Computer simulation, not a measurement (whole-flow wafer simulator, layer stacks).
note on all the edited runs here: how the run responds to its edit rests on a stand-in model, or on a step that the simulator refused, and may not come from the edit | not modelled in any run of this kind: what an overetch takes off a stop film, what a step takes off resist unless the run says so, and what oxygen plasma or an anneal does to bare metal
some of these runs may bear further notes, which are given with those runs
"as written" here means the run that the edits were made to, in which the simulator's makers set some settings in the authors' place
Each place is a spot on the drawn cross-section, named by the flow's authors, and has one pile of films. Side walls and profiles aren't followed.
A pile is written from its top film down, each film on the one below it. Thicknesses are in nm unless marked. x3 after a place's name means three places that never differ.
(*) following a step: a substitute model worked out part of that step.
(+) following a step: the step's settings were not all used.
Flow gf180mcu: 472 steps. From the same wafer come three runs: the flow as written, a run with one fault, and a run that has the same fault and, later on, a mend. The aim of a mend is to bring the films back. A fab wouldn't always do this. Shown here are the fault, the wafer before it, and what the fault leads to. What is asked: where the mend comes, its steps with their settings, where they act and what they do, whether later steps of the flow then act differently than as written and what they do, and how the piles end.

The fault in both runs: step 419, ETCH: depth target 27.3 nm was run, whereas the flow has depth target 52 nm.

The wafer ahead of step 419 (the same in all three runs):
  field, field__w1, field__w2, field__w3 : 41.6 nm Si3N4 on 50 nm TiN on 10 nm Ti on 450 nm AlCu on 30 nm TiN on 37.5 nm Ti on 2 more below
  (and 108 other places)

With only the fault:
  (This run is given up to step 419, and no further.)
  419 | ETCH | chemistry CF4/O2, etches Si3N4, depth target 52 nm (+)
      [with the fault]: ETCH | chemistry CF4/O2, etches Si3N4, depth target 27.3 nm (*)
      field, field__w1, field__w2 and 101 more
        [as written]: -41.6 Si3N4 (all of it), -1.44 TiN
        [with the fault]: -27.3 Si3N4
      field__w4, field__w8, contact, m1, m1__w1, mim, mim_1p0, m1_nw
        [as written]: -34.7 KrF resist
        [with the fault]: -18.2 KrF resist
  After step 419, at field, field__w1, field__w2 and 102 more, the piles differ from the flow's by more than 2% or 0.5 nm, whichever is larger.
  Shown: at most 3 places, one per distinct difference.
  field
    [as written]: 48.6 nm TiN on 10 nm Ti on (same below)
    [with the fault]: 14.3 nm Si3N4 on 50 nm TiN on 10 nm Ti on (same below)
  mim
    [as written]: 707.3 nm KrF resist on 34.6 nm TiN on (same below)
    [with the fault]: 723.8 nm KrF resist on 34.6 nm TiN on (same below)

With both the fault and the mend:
  After step 419 comes the mend.
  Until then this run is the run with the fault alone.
  419a | ETCH | chemistry CF4/O2, etches Si3N4, depth target 24.7 nm (*) (+) (a further turn of the flow's step 419, with different settings)
      field, field__w1, field__w2 and 101 more
        -14.3 Si3N4 (all of it), -1 TiN
      field__w4, field__w8, contact, m1, m1__w1, mim, mim_1p0, m1_nw
        -14.3 KrF resist
  Every later step of the flow that is run acts as written, at every place that is followed, to within 2% or 0.5 nm, whichever is larger.
  At every place that both follow, the piles at the end match the flow's.
